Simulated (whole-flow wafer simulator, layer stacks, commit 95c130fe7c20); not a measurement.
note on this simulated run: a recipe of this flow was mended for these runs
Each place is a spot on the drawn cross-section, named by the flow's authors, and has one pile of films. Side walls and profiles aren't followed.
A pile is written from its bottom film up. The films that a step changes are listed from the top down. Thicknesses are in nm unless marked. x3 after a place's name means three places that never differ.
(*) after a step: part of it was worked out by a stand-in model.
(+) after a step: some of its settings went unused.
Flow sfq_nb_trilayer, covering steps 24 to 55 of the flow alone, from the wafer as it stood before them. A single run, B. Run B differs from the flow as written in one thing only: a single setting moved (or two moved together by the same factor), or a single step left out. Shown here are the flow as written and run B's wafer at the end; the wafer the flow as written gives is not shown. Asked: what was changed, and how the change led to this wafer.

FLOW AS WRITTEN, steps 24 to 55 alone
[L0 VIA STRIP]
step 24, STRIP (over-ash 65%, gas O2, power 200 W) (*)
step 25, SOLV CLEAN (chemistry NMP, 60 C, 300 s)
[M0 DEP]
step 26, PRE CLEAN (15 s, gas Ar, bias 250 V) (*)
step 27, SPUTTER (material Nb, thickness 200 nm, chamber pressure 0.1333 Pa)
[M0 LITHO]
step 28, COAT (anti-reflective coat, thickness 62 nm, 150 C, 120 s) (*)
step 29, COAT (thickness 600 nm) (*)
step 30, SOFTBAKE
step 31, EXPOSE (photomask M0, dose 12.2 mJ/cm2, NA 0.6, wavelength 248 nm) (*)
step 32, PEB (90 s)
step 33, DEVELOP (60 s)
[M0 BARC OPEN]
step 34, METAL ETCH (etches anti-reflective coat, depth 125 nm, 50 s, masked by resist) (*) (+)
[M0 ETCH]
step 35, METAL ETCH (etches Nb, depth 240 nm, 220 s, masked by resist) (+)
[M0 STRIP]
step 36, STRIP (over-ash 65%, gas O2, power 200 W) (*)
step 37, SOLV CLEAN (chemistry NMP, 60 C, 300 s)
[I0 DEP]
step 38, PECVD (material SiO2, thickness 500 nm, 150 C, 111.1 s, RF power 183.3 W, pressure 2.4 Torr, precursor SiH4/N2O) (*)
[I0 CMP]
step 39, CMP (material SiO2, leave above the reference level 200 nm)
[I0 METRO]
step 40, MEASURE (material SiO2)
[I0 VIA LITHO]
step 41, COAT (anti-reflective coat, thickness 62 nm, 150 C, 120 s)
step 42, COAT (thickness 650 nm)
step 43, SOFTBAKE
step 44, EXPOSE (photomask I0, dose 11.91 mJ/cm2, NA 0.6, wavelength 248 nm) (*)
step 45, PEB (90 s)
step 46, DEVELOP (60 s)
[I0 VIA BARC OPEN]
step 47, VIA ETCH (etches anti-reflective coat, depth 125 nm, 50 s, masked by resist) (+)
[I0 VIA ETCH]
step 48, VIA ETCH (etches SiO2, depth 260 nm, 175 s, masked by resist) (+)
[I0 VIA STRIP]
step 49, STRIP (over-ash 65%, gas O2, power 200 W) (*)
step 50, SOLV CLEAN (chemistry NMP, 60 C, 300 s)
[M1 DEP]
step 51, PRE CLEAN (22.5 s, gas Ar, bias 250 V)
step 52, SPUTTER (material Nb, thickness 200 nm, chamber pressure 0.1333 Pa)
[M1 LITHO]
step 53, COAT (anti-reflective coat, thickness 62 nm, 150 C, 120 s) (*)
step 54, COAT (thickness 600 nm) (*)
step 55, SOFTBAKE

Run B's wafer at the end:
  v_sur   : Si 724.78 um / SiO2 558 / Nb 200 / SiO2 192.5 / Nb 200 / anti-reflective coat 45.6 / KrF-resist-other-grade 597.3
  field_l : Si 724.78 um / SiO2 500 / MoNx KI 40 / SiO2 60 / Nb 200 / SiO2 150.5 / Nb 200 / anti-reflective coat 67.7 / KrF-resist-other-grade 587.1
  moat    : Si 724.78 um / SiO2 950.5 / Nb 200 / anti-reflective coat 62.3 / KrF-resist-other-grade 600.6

What caused this: step 26, PRE CLEAN: 15 s, gas Ar, bias 250 V (*), was not run.

The path from the change to this, step by step:
  step 28, COAT (anti-reflective coat, thickness 62 nm, 150 C, 120 s) (*)
      l0_sur: +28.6 anti-reflective coat (new film) (it would be, as written: +29.3 anti-reflective coat (new film))
  step 36, STRIP (over-ash 65%, gas O2, power 200 W) (*)
      l0_sur: -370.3 KrF-resist-other-grade (all of it), -28.6 anti-reflective coat (all of it) (it would be, as written: -370 KrF-resist-other-grade (all of it), -29.3 anti-reflective coat (all of it))
